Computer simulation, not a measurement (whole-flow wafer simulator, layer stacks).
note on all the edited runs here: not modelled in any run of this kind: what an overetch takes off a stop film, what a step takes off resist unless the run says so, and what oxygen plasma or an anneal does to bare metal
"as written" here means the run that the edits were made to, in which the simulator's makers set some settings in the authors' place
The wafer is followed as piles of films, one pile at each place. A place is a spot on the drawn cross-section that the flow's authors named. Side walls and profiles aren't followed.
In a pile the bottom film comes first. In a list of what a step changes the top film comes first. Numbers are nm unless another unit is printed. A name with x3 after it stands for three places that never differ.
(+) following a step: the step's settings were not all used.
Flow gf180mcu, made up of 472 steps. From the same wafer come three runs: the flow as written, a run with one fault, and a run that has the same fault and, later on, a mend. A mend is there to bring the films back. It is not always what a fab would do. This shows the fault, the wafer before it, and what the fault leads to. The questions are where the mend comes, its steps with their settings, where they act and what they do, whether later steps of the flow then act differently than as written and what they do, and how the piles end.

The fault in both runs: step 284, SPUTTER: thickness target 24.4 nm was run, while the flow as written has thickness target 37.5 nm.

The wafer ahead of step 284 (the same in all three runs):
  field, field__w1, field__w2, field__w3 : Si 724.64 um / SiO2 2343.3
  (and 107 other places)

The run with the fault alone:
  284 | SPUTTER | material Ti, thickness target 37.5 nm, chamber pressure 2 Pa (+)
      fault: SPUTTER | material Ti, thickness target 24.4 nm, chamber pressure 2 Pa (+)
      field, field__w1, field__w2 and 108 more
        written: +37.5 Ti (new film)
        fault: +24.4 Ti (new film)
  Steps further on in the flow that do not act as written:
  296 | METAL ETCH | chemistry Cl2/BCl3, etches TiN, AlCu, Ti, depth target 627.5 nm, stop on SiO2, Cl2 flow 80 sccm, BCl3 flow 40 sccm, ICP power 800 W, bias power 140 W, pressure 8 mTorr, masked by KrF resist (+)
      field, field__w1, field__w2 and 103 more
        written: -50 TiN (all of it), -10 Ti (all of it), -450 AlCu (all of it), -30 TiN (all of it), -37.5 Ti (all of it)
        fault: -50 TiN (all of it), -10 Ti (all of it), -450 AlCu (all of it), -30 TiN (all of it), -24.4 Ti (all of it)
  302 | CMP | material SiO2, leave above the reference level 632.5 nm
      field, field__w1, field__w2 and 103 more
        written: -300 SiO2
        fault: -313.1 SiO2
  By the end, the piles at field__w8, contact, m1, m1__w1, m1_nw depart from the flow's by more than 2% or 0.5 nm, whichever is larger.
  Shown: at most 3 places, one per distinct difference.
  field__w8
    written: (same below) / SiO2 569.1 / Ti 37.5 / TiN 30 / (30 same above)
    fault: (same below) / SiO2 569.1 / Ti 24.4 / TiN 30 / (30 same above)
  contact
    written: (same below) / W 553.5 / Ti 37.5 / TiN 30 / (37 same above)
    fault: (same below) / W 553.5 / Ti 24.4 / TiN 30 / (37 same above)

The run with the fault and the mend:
  The mend follows step 284.
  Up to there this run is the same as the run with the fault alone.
  284a | SPUTTER | material Ti, thickness target 13.1 nm, chamber pressure 2 Pa (+) (the flow's step 284, run once more with other settings)
      field, field__w1, field__w2 and 108 more
        +13.1 Ti
  Every later step of the flow that is run acts as written at every place that is followed.
  At every place that both follow, the piles at the end match the flow's.
